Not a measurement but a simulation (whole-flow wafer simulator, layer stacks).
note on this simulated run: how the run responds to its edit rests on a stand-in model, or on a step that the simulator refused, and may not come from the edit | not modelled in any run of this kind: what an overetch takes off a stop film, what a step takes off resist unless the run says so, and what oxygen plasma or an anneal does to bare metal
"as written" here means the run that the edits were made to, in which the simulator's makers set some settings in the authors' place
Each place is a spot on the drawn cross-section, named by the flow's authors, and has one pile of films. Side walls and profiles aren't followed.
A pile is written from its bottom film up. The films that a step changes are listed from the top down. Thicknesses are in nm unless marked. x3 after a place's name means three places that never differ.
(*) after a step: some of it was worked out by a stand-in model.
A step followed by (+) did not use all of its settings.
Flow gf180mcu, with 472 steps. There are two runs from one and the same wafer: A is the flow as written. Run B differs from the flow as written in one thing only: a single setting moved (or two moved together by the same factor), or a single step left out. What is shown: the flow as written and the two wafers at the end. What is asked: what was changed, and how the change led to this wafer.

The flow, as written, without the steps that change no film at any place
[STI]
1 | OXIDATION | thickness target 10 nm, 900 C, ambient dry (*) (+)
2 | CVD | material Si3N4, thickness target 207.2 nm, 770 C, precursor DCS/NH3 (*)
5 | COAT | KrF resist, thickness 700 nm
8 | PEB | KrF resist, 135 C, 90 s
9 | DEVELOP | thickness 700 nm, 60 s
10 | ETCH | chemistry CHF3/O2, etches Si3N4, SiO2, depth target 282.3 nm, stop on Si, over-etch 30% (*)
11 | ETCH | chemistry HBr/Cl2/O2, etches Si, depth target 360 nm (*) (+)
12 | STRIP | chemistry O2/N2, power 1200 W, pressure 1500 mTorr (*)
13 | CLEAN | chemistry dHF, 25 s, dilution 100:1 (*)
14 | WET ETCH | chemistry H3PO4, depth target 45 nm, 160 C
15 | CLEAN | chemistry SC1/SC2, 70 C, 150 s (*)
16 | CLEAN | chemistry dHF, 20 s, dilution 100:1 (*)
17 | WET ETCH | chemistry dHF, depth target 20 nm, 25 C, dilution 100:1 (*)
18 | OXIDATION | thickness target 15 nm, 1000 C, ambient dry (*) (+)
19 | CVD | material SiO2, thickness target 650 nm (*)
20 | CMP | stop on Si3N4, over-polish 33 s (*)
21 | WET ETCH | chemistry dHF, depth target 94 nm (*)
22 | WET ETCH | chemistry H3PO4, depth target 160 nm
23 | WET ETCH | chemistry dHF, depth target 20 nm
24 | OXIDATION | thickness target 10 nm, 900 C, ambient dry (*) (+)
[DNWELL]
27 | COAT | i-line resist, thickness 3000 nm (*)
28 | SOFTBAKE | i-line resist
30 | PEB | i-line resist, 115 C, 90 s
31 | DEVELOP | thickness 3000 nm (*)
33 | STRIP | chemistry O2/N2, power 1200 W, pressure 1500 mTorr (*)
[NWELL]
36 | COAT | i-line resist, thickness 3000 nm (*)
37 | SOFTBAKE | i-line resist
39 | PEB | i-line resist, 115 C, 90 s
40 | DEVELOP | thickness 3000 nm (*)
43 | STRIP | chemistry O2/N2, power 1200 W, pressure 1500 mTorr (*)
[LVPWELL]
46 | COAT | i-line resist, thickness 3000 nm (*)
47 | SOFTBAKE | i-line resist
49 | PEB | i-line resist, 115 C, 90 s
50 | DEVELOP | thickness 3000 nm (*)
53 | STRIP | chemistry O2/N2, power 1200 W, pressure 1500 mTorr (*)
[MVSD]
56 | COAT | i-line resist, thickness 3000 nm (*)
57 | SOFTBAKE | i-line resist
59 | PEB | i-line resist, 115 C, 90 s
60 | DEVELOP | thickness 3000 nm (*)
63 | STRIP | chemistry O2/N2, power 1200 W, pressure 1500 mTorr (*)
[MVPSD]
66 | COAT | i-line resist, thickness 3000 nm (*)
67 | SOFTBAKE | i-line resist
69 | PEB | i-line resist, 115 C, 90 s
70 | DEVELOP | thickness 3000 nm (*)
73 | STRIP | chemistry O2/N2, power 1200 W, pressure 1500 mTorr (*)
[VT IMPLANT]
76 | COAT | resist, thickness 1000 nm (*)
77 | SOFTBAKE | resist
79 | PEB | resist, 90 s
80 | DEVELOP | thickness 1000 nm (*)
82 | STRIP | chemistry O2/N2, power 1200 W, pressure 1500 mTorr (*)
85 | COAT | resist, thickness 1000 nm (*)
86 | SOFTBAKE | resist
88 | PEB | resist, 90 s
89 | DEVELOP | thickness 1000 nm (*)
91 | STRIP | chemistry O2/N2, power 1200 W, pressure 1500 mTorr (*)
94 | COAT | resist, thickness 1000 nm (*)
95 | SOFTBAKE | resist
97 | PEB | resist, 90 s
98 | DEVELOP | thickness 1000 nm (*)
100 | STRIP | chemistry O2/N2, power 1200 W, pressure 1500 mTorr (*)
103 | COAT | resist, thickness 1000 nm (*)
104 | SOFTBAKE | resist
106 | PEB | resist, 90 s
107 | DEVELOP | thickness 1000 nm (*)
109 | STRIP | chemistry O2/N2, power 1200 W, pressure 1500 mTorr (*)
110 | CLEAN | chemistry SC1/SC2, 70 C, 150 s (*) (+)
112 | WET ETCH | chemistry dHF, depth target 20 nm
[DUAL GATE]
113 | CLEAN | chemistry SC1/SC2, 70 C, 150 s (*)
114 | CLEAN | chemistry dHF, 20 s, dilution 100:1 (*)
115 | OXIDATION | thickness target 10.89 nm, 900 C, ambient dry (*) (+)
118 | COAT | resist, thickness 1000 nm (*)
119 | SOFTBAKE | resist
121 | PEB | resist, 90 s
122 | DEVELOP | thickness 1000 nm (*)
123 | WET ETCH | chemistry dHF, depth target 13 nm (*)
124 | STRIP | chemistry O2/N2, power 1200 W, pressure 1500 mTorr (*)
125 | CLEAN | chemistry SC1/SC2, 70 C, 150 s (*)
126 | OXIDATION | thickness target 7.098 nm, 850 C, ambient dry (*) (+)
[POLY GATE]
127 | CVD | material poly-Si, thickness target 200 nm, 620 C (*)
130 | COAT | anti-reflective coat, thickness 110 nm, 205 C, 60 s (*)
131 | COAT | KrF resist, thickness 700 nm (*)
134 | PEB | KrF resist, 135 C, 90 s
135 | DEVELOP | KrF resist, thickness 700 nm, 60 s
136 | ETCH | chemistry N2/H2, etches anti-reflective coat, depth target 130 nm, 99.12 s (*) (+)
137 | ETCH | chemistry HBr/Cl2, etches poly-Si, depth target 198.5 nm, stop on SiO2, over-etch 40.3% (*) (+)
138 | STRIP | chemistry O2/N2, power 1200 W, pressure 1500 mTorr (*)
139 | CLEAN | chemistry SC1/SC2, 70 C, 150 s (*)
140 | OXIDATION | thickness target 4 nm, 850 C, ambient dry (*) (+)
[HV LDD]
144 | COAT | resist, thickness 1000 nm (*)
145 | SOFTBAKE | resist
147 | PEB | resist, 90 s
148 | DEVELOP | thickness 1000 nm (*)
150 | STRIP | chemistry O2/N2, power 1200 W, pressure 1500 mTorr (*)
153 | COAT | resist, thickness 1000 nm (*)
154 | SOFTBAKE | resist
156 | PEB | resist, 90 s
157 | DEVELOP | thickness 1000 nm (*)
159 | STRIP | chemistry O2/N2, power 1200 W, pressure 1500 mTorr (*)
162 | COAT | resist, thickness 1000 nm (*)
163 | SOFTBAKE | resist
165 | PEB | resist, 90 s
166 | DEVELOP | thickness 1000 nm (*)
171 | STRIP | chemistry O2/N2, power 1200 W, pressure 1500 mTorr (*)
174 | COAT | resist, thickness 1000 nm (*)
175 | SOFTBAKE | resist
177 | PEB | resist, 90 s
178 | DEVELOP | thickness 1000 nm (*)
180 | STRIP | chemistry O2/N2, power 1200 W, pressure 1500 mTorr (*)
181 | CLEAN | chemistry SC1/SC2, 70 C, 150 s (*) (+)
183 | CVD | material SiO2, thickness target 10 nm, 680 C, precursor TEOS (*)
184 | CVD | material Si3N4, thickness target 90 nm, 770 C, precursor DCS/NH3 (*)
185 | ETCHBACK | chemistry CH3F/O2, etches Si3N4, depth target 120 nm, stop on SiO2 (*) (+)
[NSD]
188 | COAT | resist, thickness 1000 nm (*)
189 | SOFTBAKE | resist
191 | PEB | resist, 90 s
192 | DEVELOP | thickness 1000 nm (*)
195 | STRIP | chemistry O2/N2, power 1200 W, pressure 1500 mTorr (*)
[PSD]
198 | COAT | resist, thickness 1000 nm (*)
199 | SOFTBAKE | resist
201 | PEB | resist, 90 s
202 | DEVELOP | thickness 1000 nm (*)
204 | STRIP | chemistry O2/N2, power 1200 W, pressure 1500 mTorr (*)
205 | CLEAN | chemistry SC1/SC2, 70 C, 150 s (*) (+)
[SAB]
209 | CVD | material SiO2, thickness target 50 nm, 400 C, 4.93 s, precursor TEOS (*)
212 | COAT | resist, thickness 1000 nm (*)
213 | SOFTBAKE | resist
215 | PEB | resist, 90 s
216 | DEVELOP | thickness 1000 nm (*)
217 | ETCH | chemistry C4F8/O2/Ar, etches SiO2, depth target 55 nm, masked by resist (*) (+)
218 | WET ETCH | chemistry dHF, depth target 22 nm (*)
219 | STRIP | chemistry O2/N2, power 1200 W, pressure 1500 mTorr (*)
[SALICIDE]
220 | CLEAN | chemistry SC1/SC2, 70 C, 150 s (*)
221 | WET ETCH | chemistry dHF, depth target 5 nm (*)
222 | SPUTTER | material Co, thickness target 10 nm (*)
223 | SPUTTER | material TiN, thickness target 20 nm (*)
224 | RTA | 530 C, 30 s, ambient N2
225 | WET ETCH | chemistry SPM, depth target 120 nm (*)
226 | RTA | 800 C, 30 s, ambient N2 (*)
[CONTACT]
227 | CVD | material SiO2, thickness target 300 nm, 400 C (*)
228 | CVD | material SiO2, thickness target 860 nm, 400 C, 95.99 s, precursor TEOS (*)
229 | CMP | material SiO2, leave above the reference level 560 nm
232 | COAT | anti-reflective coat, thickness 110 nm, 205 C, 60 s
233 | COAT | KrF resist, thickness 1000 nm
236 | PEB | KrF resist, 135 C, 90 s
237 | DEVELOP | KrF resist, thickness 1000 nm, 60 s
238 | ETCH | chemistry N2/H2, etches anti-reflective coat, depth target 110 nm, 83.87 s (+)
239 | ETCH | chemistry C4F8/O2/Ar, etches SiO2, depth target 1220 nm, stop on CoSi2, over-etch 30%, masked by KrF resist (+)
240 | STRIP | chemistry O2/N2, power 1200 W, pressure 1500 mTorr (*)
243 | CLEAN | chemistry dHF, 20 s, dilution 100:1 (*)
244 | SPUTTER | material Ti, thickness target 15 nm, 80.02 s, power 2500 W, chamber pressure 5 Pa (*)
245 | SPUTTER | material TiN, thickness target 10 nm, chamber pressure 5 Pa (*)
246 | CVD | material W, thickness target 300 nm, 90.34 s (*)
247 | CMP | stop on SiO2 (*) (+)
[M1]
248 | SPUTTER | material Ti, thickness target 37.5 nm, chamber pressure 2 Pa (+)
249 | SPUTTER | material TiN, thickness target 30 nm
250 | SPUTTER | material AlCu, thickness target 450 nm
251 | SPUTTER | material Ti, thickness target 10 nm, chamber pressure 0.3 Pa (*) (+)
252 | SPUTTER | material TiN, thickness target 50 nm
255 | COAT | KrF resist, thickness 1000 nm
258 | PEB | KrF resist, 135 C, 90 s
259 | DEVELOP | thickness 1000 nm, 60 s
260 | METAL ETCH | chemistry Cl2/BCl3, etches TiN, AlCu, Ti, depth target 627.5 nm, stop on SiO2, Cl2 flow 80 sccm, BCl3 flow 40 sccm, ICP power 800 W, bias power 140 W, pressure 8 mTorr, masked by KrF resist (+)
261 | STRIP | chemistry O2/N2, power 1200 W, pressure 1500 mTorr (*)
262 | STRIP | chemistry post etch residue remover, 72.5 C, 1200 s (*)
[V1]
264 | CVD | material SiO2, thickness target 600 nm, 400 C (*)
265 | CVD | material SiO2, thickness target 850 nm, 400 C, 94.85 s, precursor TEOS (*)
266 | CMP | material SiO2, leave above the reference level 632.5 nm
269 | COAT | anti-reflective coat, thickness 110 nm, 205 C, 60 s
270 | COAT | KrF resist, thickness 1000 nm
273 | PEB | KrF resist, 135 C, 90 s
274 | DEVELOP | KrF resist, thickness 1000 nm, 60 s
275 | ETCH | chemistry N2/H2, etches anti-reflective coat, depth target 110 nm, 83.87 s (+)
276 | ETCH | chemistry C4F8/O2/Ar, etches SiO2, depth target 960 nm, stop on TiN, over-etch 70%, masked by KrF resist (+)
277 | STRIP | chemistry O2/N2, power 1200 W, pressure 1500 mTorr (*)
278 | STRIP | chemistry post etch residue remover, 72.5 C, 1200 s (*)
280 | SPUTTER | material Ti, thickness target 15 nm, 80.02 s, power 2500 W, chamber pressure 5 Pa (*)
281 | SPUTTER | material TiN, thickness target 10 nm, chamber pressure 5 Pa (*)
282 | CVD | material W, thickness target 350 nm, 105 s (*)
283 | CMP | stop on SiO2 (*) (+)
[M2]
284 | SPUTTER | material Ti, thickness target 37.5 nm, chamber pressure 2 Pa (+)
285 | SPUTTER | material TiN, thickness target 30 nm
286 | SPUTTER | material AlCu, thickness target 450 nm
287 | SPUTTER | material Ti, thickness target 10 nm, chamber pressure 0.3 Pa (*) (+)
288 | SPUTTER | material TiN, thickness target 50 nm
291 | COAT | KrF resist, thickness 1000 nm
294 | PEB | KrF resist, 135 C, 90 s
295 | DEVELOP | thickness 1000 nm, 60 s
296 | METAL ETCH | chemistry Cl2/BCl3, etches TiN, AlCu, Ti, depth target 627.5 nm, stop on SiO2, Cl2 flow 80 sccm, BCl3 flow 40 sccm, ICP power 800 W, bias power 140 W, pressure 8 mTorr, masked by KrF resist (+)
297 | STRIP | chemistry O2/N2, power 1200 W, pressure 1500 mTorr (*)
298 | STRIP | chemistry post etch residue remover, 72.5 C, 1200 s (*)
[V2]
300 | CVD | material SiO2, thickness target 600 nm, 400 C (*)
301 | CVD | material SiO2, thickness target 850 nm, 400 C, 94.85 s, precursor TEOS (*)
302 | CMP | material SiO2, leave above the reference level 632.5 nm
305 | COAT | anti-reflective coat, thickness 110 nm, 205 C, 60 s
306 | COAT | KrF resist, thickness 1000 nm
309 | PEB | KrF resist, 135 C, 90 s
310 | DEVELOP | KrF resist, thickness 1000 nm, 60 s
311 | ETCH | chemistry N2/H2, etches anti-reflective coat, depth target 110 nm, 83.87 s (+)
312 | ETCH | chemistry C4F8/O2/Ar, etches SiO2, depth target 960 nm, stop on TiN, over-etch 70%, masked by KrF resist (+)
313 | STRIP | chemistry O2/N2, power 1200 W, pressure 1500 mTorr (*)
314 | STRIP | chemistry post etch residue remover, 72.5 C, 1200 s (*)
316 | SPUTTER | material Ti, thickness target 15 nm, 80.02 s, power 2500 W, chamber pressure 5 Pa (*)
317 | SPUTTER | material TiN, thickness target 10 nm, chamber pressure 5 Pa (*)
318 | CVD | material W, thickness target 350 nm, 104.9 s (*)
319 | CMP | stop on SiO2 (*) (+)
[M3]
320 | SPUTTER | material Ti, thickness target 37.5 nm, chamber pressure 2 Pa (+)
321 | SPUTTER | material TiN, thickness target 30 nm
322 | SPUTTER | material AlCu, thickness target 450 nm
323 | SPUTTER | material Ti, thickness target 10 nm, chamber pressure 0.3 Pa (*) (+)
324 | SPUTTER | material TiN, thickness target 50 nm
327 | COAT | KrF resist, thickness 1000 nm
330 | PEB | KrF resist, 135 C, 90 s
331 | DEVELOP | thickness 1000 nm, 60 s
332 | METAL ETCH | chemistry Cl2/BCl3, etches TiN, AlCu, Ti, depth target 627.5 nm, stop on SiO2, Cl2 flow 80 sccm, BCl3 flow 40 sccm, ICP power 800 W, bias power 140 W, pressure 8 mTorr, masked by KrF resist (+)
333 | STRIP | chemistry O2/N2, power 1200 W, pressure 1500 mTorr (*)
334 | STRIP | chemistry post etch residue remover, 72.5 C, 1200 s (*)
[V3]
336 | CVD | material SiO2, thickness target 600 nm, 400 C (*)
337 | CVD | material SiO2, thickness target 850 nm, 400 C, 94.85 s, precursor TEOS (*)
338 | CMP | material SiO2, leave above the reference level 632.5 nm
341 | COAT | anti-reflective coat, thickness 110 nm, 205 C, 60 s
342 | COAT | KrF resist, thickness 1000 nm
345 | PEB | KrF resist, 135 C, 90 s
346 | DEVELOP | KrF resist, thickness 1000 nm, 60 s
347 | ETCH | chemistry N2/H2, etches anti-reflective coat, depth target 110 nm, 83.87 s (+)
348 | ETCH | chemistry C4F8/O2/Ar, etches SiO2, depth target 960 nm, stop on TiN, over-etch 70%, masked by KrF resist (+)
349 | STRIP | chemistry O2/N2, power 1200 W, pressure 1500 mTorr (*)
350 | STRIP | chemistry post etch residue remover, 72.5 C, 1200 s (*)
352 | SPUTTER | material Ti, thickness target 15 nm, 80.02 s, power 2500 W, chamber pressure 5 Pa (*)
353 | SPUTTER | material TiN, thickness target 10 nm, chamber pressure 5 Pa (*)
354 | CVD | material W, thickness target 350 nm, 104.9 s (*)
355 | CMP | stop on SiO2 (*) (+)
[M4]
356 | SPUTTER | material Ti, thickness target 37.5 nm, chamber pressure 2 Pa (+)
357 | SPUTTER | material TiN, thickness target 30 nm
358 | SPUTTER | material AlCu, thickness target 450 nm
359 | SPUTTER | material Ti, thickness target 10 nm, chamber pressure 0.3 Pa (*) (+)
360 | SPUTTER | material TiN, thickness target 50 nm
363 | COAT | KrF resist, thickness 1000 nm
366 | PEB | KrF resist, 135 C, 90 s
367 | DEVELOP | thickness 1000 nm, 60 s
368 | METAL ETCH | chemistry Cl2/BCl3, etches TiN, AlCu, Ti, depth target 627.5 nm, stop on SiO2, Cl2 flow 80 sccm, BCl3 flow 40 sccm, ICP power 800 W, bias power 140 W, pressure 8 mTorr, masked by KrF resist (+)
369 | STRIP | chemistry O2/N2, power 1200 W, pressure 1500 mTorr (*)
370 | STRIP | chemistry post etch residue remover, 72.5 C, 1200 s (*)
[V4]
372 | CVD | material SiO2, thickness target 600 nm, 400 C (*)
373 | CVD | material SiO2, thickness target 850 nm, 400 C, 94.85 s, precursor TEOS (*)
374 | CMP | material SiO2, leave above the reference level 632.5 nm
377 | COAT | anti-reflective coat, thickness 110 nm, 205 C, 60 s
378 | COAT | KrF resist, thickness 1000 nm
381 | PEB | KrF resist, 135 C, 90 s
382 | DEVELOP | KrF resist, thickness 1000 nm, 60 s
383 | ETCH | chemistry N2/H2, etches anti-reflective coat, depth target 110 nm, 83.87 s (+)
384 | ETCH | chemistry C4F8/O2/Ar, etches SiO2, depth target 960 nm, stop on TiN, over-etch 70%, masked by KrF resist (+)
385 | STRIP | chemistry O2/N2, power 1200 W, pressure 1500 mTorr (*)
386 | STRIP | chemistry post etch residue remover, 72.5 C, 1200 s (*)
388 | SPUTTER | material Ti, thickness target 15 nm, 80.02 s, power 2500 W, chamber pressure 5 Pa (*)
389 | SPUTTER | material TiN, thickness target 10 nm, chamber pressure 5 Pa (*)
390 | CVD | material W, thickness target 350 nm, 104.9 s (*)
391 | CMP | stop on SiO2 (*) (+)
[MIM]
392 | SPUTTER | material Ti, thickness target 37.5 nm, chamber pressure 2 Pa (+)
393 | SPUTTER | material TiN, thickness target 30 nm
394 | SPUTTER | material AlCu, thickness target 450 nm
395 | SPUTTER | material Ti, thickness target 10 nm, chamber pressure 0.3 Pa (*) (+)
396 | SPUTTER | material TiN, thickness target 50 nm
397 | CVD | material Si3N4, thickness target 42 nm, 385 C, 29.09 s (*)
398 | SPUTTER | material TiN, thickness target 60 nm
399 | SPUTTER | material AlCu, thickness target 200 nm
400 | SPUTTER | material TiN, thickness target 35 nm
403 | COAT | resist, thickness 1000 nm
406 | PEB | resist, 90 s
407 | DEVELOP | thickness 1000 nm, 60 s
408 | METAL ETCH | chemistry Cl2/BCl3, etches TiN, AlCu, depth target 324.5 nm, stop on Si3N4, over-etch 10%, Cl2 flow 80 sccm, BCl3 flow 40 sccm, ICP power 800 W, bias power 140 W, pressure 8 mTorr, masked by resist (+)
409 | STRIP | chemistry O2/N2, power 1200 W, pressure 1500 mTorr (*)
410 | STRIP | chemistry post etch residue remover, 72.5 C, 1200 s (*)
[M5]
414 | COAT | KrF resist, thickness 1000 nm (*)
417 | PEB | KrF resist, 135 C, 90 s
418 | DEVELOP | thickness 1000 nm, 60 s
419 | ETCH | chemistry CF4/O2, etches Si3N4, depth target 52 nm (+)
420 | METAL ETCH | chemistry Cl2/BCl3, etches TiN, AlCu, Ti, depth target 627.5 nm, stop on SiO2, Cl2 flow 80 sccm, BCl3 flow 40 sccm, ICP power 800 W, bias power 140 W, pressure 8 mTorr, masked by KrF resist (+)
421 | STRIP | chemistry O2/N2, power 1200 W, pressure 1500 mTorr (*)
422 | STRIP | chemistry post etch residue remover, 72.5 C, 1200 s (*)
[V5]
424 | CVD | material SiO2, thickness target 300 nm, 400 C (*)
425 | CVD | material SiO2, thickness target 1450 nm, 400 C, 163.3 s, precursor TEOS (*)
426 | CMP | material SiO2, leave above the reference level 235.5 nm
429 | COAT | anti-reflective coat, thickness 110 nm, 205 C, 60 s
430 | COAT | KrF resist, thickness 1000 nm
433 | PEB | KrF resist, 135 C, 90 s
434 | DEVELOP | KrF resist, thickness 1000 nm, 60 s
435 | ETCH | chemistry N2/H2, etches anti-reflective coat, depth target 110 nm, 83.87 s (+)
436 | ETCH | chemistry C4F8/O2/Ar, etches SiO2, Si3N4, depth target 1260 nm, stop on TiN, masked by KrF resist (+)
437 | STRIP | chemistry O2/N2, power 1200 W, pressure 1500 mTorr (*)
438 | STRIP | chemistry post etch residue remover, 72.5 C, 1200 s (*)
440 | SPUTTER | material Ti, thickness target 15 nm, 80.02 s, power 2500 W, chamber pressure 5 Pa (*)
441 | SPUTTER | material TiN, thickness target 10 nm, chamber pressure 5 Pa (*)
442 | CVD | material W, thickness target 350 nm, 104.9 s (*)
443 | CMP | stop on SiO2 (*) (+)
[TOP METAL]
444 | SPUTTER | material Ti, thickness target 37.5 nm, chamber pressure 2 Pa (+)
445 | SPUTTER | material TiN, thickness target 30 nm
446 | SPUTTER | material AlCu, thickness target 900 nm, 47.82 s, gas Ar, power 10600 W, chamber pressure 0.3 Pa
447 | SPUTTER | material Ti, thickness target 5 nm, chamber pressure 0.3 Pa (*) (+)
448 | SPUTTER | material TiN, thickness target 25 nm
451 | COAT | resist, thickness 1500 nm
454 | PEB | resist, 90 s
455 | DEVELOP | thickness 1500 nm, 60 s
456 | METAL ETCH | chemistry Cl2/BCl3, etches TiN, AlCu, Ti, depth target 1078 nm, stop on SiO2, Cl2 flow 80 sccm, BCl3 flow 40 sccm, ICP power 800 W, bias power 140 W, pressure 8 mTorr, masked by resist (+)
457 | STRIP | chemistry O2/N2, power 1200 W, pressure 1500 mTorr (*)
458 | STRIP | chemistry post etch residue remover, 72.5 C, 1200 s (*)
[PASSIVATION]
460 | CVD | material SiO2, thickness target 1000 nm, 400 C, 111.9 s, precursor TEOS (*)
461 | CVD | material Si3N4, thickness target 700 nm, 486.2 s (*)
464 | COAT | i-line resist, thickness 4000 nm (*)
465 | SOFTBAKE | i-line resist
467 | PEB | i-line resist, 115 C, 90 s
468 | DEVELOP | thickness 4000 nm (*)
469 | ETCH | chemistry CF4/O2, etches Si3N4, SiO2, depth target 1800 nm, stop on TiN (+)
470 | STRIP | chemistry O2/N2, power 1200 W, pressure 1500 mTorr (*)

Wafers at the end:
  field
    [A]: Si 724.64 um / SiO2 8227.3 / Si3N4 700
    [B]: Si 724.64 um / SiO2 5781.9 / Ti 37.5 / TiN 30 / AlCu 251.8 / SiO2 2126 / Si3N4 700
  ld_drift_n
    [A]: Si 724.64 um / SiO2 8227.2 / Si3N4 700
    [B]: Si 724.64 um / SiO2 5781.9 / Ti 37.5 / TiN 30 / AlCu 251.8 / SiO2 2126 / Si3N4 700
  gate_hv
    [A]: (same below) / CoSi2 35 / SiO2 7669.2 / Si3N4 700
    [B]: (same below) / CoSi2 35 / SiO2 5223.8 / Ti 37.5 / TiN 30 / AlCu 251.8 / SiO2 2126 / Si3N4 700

What caused this: step 420, METAL ETCH: depth target 251 nm was run, while the flow as written has depth target 627.5 nm.

The path from the change to this, step by step:
  420 | METAL ETCH | chemistry Cl2/BCl3, etches TiN, AlCu, Ti, depth target 627.5 nm, stop on SiO2, Cl2 flow 80 sccm, BCl3 flow 40 sccm, ICP power 800 W, bias power 140 W, pressure 8 mTorr, masked by KrF resist (+)
      field, field__w1, field__w2 and 101 more: A -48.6 TiN (all of it), -10 Ti (all of it), -450 AlCu (all of it), -30 TiN (all of it), -37.5 Ti (all of it) | B -48.6 TiN (all of it), -10 Ti (all of it), -192.4 AlCu
      field__w4, field__w8, contact, m1, m1__w1, mim, mim_1p0, m1_nw: A -251 KrF resist | B -100.4 KrF resist
  421 | STRIP | chemistry O2/N2, power 1200 W, pressure 1500 mTorr (*)
      field__w8, m1__w1: A -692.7 KrF resist (all of it) | B -843.3 KrF resist (all of it)
      contact, m1: A -693.2 KrF resist (all of it) | B -843.8 KrF resist (all of it)
      (also at 4 further places)
  422 | STRIP | chemistry post etch residue remover, 72.5 C, 1200 s (*)
      field, field__w1, field__w2 and 101 more: A nothing | B -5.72 AlCu
  424 | CVD | material SiO2, thickness target 300 nm, 400 C (*)
      field, field__w1, field__w2 and 101 more: A +300 SiO2 | B +300 SiO2 (new film)
  426 | CMP | material SiO2, leave above the reference level 235.5 nm
      field, field__w1, field__w5 and 92 more: A -300.8 SiO2 | B -620.2 SiO2
      field__w2, field__w3, field__w12 and 6 more: A -272.7 SiO2 | B -620.2 SiO2
With metal films that touch counted as one body, field has 1 body; the flow as written gives 0 bodies.
With metal films that touch counted as one body, ld_drift_n has 1 body; the flow as written gives 0 bodies.
With metal films that touch counted as one body, gate_hv has 2 bodies (between them, from the top down: SiO2 5223.8); the flow as written gives 1 body.
